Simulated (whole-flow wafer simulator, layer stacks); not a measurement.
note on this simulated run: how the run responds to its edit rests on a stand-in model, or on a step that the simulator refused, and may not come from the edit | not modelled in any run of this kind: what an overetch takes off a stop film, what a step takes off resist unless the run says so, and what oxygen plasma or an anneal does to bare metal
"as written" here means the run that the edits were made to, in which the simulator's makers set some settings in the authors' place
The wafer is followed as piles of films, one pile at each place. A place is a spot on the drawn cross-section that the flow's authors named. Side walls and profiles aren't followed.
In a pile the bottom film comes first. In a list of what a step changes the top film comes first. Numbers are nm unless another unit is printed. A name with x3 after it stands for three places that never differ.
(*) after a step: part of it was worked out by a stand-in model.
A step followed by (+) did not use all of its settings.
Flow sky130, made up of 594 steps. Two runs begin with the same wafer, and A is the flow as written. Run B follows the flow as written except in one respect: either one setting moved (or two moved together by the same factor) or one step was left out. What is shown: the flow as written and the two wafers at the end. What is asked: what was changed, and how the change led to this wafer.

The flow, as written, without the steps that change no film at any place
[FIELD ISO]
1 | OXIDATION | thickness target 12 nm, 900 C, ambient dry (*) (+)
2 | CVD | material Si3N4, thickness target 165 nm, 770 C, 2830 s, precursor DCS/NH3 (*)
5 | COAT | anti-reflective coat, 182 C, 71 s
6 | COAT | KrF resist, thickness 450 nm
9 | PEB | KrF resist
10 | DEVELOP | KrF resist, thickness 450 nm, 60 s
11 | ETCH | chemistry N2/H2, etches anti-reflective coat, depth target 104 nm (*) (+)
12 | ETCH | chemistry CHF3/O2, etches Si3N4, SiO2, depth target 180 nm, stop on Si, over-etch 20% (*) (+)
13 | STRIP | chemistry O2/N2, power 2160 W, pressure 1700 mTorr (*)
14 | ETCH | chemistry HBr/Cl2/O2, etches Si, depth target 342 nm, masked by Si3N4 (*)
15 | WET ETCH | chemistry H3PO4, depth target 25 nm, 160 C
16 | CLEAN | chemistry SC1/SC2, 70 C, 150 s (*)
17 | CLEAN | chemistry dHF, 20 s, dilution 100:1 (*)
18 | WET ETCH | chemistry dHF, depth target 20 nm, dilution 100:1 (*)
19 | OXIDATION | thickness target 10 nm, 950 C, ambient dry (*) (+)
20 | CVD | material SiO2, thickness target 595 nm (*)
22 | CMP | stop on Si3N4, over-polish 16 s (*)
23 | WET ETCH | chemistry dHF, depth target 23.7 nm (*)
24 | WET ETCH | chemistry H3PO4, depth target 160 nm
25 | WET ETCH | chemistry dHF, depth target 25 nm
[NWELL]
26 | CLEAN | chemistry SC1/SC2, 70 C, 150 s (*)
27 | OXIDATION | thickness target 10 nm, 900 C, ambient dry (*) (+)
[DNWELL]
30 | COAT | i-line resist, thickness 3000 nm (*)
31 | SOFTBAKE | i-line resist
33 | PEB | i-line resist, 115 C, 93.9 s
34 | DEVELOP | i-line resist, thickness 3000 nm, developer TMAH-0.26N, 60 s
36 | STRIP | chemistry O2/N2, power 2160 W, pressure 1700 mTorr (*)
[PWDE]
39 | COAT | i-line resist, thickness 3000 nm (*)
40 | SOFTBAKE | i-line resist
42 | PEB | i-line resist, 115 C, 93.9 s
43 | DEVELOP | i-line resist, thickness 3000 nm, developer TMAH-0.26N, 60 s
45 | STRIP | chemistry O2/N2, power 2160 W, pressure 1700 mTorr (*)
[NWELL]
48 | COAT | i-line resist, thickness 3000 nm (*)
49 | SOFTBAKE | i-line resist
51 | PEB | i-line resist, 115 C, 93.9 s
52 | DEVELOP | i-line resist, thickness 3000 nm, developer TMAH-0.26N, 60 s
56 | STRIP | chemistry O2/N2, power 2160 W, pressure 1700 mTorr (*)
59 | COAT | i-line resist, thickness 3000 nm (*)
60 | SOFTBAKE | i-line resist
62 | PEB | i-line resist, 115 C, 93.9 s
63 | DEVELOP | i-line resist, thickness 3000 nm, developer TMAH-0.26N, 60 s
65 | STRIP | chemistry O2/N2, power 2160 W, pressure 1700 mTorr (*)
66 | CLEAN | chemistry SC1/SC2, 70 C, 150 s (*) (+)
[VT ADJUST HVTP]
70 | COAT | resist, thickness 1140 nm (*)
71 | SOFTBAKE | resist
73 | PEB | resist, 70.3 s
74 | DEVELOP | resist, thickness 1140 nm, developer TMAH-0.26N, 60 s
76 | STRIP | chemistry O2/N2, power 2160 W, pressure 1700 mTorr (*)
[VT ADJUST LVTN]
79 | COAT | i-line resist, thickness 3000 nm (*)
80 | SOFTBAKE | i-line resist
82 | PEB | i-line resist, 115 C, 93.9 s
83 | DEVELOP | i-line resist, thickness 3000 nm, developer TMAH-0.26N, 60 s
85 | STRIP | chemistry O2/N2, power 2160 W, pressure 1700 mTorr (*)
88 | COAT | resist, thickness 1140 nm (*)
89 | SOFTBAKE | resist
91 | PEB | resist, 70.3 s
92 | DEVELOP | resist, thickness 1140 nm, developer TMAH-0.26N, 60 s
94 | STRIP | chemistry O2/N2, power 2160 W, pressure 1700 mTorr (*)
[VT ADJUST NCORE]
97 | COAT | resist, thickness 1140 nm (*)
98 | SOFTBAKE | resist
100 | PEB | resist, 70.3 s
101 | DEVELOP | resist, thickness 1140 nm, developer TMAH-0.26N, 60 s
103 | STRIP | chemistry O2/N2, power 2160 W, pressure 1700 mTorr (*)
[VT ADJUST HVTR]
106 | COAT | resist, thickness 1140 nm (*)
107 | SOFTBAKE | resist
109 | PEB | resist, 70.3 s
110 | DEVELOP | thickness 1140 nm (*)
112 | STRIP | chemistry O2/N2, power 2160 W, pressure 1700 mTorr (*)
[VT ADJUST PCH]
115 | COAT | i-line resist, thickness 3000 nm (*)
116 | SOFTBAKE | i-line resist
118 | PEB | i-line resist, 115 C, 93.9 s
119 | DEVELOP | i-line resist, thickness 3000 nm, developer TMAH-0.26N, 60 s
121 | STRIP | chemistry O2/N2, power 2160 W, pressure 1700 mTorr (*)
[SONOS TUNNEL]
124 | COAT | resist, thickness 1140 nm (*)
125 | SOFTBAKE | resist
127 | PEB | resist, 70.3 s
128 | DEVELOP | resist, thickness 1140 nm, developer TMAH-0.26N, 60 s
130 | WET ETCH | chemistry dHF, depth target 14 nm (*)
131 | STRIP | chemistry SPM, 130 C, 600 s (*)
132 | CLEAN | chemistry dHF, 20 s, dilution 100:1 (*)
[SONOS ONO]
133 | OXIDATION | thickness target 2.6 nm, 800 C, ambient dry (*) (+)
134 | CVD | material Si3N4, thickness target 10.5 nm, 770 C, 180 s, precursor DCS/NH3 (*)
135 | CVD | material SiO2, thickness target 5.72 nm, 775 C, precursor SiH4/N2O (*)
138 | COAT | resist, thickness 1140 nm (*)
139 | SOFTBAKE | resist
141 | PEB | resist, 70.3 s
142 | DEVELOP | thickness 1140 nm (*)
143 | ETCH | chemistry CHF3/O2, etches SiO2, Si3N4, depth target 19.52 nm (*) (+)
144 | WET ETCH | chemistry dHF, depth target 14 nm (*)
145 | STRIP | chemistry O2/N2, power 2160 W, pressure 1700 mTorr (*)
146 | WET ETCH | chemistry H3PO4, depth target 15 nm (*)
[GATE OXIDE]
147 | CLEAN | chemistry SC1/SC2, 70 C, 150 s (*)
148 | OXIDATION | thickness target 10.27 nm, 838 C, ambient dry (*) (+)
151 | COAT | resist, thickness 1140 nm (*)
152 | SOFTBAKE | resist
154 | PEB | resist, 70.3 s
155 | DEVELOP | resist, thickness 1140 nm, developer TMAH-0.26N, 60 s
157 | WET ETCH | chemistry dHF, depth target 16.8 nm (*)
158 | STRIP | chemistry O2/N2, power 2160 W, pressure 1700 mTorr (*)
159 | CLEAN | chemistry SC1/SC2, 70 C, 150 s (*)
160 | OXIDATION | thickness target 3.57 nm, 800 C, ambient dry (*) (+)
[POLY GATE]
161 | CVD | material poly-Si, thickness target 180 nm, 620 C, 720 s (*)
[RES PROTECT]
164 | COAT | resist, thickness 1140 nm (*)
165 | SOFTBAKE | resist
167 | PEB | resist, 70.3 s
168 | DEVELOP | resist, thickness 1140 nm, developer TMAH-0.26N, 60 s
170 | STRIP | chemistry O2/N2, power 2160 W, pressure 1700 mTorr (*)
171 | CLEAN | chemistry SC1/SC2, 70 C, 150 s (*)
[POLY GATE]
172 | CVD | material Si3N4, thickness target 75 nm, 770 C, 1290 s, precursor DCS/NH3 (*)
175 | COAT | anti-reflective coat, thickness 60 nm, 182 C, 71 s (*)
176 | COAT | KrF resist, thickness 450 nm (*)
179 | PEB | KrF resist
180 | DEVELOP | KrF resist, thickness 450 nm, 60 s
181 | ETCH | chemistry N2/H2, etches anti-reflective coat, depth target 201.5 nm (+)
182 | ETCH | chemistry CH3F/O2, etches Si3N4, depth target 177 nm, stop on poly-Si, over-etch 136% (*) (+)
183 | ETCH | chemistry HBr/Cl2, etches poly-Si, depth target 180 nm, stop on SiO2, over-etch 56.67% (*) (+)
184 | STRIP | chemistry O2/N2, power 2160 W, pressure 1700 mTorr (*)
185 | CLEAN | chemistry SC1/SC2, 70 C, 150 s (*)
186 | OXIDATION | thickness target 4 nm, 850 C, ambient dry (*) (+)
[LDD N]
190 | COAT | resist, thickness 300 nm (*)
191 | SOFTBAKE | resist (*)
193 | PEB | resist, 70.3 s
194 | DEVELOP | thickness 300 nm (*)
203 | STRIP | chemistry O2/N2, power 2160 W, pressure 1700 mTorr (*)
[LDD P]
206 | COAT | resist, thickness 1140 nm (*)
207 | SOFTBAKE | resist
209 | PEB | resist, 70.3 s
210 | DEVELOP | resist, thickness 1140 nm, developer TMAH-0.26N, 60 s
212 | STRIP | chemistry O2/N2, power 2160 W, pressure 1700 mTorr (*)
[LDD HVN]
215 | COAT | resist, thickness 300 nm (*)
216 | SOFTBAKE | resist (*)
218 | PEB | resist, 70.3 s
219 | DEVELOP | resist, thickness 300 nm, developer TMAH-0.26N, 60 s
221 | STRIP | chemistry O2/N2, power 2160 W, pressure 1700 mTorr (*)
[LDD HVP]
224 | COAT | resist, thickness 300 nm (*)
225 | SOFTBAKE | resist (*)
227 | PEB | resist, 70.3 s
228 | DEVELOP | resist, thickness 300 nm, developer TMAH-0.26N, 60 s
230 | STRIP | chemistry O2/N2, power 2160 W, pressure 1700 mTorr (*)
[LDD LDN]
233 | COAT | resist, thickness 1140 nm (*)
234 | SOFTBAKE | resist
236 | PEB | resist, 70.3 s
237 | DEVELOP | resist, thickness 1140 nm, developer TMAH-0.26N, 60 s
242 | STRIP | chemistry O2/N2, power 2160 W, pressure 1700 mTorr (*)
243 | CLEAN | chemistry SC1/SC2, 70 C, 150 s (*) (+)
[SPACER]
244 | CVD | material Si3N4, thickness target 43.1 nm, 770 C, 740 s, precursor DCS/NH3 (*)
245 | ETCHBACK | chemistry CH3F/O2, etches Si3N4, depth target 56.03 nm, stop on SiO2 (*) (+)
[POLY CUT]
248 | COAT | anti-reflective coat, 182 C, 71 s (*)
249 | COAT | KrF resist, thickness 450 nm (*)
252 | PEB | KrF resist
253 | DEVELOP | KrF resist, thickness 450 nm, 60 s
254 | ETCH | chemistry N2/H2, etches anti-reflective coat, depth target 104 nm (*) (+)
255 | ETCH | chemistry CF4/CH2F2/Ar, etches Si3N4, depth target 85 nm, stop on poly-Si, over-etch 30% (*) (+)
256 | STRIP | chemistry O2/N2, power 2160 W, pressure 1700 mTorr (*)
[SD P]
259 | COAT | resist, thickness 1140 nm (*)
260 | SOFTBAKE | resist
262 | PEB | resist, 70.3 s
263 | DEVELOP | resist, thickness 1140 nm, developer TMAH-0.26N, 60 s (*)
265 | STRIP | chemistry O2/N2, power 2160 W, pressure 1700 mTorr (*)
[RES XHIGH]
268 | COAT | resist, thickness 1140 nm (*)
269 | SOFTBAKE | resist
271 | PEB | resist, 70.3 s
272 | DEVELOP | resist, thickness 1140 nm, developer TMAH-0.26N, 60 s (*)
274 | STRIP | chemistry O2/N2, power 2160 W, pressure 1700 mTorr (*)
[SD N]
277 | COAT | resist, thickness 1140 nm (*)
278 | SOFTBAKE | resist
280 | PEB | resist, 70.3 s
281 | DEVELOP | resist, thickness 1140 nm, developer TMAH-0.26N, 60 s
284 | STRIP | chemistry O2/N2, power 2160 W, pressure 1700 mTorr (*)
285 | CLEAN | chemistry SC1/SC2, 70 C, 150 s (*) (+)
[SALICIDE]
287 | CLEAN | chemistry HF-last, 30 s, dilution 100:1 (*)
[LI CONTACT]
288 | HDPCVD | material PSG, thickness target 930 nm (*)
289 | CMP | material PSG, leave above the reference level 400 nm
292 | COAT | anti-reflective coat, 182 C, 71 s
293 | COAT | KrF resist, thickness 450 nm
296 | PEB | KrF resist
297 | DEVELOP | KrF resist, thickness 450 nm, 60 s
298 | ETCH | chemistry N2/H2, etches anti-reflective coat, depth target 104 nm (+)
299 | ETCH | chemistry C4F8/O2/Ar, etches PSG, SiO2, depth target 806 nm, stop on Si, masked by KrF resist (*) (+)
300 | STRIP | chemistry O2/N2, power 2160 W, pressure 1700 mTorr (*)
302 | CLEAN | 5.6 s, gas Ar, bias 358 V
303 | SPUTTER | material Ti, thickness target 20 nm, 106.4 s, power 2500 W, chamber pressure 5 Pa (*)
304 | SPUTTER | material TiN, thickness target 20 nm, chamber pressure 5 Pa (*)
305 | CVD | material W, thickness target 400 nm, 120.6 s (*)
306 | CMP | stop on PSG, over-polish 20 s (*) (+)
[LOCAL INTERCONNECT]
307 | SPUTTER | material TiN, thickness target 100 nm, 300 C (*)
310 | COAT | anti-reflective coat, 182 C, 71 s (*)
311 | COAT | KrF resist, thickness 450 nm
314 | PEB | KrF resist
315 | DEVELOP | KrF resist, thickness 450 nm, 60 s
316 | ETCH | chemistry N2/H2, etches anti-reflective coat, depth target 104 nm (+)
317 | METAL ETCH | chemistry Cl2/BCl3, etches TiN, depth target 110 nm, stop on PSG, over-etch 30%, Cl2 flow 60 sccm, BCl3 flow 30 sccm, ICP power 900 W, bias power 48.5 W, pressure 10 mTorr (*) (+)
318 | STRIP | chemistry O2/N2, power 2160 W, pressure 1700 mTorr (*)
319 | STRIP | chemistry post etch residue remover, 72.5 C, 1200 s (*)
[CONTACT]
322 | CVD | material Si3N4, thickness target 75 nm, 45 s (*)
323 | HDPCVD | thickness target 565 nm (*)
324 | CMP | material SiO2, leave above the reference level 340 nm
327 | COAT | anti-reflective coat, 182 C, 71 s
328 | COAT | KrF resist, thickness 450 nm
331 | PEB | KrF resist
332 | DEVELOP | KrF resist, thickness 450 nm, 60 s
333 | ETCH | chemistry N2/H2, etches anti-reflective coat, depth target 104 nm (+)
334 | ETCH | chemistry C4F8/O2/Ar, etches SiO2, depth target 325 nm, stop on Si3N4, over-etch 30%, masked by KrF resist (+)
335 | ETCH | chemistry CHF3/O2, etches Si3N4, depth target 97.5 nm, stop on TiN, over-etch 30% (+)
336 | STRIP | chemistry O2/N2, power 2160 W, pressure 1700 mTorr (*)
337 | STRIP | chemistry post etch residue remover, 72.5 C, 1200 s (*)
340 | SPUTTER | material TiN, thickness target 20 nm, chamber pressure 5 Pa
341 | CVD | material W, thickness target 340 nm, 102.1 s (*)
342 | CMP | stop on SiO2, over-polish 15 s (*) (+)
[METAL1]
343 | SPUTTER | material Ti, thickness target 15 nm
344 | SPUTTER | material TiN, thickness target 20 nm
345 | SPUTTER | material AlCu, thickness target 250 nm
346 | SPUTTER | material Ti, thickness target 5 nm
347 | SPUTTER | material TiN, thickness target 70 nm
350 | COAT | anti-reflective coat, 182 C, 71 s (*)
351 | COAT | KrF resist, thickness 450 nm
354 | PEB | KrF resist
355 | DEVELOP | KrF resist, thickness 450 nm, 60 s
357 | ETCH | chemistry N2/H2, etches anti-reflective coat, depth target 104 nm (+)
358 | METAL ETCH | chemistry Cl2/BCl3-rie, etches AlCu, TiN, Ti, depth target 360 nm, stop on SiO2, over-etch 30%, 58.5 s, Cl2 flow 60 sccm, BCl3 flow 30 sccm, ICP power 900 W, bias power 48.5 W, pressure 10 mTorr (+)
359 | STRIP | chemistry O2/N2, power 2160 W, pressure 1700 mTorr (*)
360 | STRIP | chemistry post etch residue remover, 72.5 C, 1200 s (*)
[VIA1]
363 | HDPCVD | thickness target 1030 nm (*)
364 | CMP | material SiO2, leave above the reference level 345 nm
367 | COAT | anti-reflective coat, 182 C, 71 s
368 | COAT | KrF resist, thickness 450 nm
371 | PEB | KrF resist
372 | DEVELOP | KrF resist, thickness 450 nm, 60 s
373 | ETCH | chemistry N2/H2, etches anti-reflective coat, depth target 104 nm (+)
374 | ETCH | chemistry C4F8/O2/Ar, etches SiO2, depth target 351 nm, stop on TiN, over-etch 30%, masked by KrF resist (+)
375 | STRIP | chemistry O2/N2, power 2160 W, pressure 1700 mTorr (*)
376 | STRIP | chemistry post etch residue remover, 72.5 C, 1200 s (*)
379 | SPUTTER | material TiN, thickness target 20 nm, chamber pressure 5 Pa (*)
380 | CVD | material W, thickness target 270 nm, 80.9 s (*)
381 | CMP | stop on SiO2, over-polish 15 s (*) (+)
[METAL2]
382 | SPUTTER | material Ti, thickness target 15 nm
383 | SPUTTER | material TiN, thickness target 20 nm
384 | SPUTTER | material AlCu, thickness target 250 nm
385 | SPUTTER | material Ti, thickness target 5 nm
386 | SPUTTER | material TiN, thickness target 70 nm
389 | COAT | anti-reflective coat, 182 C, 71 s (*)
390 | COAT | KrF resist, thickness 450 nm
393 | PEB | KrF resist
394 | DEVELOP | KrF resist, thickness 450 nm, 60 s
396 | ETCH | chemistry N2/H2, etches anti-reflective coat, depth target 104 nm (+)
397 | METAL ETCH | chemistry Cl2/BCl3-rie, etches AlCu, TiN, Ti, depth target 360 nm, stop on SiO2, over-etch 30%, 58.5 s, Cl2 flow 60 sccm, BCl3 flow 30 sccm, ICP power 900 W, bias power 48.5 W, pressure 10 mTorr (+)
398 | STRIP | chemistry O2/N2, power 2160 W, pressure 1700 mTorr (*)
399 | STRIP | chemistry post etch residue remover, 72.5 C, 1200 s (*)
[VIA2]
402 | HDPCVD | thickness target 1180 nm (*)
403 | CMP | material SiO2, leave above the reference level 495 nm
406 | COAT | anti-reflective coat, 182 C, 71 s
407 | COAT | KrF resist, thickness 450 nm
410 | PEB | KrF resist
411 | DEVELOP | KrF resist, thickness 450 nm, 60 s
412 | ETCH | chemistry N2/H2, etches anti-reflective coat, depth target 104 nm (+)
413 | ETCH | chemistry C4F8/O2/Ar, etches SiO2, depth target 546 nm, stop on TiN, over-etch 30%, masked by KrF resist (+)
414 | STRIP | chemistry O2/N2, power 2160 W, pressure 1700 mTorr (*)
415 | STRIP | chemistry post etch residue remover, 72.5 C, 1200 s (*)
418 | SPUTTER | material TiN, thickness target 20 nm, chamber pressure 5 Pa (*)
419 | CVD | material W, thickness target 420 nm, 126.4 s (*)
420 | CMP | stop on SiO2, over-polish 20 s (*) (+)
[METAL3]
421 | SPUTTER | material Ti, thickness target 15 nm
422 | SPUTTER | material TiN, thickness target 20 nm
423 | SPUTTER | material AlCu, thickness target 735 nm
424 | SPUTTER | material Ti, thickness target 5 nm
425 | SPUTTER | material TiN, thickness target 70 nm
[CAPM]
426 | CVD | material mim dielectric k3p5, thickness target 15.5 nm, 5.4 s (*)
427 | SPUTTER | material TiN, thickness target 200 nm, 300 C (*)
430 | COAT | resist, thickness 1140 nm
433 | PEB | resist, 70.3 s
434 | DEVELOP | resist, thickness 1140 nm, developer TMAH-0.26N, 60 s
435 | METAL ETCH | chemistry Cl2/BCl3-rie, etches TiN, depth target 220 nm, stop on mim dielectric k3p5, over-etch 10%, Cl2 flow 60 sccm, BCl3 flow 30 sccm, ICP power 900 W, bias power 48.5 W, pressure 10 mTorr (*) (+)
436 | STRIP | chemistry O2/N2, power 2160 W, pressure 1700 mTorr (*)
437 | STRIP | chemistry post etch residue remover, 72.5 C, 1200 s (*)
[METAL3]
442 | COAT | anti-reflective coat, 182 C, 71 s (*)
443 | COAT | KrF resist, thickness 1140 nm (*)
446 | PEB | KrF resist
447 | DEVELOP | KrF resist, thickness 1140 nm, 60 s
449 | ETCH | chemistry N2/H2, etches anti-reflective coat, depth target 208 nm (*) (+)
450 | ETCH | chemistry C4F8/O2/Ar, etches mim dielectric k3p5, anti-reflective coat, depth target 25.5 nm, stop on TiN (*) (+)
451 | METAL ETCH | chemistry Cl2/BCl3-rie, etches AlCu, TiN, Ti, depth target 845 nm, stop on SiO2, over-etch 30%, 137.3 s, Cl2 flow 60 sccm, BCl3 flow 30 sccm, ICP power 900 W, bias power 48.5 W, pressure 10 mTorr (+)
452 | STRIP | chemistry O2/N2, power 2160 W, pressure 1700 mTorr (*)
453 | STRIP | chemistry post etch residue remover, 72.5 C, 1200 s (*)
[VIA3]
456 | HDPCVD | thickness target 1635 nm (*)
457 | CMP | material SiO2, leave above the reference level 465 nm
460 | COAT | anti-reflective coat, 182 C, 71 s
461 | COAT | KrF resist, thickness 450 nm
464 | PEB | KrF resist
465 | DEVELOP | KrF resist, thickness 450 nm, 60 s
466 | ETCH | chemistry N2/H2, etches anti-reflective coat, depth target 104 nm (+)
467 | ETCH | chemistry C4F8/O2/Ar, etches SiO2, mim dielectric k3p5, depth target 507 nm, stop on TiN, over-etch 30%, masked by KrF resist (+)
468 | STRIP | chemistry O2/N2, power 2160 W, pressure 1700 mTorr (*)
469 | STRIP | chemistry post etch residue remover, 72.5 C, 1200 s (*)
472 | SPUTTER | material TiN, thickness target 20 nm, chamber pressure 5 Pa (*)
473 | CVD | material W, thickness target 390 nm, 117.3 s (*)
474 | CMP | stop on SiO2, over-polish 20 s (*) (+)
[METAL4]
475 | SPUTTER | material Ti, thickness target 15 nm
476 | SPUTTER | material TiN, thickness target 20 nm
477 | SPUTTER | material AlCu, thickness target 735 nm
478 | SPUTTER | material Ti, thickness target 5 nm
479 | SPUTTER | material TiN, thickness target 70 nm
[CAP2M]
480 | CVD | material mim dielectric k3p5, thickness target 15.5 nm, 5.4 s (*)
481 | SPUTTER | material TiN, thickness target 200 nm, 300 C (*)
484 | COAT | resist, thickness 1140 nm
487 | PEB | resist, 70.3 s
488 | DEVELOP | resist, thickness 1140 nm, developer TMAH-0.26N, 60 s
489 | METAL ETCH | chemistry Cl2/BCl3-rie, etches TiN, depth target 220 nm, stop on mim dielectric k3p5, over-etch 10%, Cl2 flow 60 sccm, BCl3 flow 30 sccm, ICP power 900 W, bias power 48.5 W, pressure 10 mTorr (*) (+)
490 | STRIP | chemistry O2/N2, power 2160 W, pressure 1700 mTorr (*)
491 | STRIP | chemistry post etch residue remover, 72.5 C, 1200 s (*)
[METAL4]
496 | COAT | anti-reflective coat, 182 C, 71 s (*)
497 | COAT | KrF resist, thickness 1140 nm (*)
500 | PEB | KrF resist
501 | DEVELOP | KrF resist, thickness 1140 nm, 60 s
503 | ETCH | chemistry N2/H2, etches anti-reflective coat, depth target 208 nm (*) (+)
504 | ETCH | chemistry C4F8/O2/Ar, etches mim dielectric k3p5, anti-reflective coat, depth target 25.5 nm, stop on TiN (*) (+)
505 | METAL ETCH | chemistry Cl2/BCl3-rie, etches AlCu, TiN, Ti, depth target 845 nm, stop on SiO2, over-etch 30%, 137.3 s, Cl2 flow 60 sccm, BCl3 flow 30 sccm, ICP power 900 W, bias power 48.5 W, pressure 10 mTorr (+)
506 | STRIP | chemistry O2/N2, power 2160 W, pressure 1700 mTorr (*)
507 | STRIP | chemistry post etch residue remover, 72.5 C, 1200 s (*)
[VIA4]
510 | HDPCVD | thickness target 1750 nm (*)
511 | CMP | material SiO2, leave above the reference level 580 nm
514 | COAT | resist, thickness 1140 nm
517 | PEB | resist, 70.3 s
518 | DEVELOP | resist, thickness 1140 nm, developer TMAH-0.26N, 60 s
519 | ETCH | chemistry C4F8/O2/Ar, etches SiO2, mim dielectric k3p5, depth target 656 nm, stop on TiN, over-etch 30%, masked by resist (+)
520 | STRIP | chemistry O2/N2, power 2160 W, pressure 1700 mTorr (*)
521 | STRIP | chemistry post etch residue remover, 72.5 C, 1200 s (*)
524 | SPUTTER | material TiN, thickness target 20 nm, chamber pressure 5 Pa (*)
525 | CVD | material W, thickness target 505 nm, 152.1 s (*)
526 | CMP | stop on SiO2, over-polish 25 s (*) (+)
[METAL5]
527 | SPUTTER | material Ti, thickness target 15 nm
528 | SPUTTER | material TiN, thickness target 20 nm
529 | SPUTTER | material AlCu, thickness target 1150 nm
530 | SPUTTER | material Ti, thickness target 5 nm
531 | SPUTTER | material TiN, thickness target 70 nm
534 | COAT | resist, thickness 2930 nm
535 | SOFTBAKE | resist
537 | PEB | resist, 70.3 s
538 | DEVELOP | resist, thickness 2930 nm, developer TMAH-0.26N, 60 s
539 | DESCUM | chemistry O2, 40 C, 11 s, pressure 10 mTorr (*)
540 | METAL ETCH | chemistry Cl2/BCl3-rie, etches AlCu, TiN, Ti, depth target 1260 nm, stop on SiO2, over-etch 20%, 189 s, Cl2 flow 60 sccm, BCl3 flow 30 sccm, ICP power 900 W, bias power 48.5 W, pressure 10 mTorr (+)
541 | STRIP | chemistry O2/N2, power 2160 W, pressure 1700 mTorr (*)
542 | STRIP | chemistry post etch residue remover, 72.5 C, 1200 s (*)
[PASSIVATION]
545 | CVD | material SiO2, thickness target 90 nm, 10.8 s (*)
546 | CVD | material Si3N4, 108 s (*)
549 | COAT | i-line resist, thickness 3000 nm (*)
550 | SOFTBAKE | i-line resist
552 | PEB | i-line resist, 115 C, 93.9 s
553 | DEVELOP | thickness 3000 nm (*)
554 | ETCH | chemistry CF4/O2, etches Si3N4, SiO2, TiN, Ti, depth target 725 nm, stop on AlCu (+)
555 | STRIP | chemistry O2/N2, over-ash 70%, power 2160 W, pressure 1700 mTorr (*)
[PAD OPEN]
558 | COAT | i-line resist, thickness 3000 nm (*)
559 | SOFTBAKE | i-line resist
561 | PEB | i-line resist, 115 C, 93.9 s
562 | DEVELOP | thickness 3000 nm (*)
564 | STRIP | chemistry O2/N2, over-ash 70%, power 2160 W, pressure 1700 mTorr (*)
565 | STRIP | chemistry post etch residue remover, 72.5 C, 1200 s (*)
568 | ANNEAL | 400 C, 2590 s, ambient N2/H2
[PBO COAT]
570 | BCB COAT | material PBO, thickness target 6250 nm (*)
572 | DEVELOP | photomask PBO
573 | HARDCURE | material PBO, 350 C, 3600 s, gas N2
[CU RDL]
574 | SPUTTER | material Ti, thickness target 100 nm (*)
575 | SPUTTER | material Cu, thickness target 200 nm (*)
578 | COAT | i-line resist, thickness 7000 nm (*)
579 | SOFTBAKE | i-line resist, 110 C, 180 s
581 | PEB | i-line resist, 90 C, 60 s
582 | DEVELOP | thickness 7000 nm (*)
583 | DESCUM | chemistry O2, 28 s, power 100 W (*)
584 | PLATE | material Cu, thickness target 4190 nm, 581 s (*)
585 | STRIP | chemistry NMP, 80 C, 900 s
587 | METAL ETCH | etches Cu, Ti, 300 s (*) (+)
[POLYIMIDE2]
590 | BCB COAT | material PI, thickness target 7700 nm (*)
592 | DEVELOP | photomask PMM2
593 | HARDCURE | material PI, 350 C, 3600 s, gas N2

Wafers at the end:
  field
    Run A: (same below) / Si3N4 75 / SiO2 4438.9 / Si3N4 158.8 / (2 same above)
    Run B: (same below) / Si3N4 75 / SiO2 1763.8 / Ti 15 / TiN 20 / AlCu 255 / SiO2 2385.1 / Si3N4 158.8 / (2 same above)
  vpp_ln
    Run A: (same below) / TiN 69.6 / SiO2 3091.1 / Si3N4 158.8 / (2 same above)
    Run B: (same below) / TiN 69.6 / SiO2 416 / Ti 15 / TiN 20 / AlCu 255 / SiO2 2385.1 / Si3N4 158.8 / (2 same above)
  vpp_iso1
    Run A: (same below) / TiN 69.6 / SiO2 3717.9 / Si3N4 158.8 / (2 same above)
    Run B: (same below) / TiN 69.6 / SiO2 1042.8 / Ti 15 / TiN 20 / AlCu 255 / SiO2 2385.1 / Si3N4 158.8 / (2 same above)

Cause: step 451, METAL ETCH: depth target 422.5 nm was run, while the flow as written has depth target 845 nm; step 451, METAL ETCH: 68.7 s was run, where the flow has 137.3 s.

How this came from the change, step by step:
  451 | METAL ETCH | chemistry Cl2/BCl3-rie, etches AlCu, TiN, Ti, depth target 845 nm, stop on SiO2, over-etch 30%, 137.3 s, Cl2 flow 60 sccm, BCl3 flow 30 sccm, ICP power 900 W, bias power 48.5 W, pressure 10 mTorr (+)
      field, gate, spacer and 68 more: A -70 TiN (all of it), -5 Ti (all of it), -735 AlCu (all of it), -20 TiN (all of it), -15 Ti (all of it), -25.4 SiO2 | B -70 TiN (all of it), -5 Ti (all of it), -474.2 AlCu
      active, vpp_ln, vpp_iso2 and 11 more: A -70 TiN (all of it), -5 Ti (all of it), -735 AlCu (all of it), -20 TiN (all of it), -15 Ti (all of it), -25.3 SiO2 | B -70 TiN (all of it), -5 Ti (all of it), -474.2 AlCu
      (also at 107 further places)
  452 | STRIP | chemistry O2/N2, power 2160 W, pressure 1700 mTorr (*)
      dice_street, dext_nw_sti, dext_ntap_nw and 45 more: A -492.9 KrF resist (all of it), -80 anti-reflective coat (all of it) | B -767.6 KrF resist (all of it), -80 anti-reflective coat (all of it)
      n_well, p_well, gate_hv and 34 more: A -492.9 KrF resist (all of it), -80 anti-reflective coat (all of it) | B -767.5 KrF resist (all of it), -80 anti-reflective coat (all of it)
      (also at 22 further places)
  453 | STRIP | chemistry post etch residue remover, 72.5 C, 1200 s (*)
      field, active, gate and 82 more: A nothing | B -5.72 AlCu
  456 | HDPCVD | thickness target 1635 nm (*)
      field, active, gate and 82 more: A +1635 SiO2 | B +1635 SiO2 (new film)
  457 | CMP | material SiO2, leave above the reference level 465 nm
      field, active, gate and 82 more: A -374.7 SiO2 | B -690 SiO2
If metal films that touch count as one body, field has 1 body; the flow as written gives 0 bodies.
If metal films that touch count as one body, vpp_ln has 3 bodies (between them, from the top down: SiO2 416; SiO2 267.2); the flow as written gives 2 bodies (between them, from the top down: SiO2 267.2).
If metal films that touch count as one body, vpp_iso1 has 2 bodies (between them, from the top down: SiO2 1042.8); the flow as written gives 1 body.
